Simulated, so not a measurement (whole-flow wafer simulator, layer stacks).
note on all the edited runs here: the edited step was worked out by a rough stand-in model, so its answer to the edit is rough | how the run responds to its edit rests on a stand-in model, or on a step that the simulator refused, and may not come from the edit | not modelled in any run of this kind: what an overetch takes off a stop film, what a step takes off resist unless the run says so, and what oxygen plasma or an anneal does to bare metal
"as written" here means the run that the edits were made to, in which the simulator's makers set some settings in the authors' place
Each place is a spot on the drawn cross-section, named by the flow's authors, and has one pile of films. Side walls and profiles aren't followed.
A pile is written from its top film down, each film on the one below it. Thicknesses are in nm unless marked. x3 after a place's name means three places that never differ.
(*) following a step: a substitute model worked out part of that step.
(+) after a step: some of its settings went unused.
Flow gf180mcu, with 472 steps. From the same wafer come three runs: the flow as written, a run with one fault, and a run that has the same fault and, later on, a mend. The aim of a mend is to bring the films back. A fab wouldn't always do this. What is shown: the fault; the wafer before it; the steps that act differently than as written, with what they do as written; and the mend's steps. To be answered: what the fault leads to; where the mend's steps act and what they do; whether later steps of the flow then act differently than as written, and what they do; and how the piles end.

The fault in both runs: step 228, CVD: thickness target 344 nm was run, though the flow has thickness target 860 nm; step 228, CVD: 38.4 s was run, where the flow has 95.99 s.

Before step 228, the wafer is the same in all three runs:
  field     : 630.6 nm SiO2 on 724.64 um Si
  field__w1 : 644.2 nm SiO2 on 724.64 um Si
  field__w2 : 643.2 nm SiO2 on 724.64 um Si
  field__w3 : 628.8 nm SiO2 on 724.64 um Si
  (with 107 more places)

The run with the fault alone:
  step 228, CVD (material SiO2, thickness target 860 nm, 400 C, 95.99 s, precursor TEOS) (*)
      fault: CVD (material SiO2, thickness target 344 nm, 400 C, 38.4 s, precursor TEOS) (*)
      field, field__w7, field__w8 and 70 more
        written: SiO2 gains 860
        fault: SiO2 gains 354.7
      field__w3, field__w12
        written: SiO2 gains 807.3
        fault: SiO2 gains 336.5
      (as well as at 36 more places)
  Steps later in the flow that act otherwise than as written:
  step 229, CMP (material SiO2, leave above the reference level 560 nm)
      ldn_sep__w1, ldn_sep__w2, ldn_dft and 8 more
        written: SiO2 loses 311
        fault: nothing
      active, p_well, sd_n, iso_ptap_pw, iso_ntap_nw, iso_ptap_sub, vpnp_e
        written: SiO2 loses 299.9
        fault: nothing
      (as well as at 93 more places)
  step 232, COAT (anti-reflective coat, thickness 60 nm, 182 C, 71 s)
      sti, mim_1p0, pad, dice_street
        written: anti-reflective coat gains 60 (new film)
        fault: anti-reflective coat gains 65.5 (new film)
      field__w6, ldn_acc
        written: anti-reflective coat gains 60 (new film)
        fault: anti-reflective coat gains 50.2 (new film)
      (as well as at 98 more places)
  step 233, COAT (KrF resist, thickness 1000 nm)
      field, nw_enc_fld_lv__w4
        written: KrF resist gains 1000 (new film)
        fault: KrF resist gains 1024.5 (new film)
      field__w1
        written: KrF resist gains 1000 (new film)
        fault: KrF resist gains 1036.7 (new film)
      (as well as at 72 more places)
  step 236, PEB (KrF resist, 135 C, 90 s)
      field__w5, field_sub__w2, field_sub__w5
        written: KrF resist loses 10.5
        fault: KrF resist loses 11.7
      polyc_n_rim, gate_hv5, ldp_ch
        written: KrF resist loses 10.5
        fault: KrF resist loses 8.91
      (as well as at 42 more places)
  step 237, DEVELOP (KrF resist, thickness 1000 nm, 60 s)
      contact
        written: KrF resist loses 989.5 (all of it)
        fault: KrF resist loses 1052.2 (all of it)
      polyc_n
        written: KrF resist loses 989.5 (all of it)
        fault: KrF resist loses 870.7 (all of it)
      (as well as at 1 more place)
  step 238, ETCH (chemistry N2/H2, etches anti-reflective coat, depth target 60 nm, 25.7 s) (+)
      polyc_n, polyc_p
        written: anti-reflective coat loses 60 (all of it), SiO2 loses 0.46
        fault: anti-reflective coat loses 29.1 (all of it), SiO2 loses 1.25
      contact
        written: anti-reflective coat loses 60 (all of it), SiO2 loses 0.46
        fault: anti-reflective coat loses 40.4 (all of it), SiO2 loses 0.97
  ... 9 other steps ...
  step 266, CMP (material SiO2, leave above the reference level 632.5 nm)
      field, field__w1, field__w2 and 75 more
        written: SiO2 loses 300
        fault: SiO2 loses 287.7
  The piles end different from the flow's at field, field__w1, field__w2 and 81 more by more than 2% or 0.5 nm, whichever is larger.
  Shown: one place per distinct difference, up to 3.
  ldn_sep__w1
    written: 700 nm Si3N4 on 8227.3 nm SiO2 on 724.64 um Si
    fault: 700 nm Si3N4 on 7042.5 nm SiO2 on 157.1 nm W on 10 nm TiN on 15 nm Ti on 1006 nm SiO2 on 724.64 um Si
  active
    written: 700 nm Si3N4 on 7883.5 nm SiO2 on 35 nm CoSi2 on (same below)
    fault: 700 nm Si3N4 on 7042.5 nm SiO2 on 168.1 nm W on 10 nm TiN on 15 nm Ti on 651.2 nm SiO2 on 35 nm CoSi2 on (same below)
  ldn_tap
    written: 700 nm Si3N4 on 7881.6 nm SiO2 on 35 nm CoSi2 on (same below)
    fault: 700 nm Si3N4 on 7042.5 nm SiO2 on 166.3 nm W on 10 nm TiN on 15 nm Ti on 651.2 nm SiO2 on 35 nm CoSi2 on (same below)

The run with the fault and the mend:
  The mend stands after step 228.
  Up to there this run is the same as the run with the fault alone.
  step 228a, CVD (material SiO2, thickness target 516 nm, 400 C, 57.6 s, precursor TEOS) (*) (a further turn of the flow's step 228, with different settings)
      field, field__w7, field__w8 and 72 more
        SiO2 gains 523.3
      field_sub, field_sub__w2, sd_p
        SiO2 gains 508.8
      field_sub__w1, field_sub__w4, field_sub__w5
        SiO2 gains 509.5
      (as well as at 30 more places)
  Steps later in the flow that act otherwise than as written:
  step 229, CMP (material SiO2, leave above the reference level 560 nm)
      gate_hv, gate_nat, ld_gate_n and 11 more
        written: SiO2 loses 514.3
        mend: SiO2 loses 532.3
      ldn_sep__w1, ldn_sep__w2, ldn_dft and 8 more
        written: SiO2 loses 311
        mend: SiO2 loses 329
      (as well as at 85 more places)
  At every place that both follow, the piles at the end match the flow's.
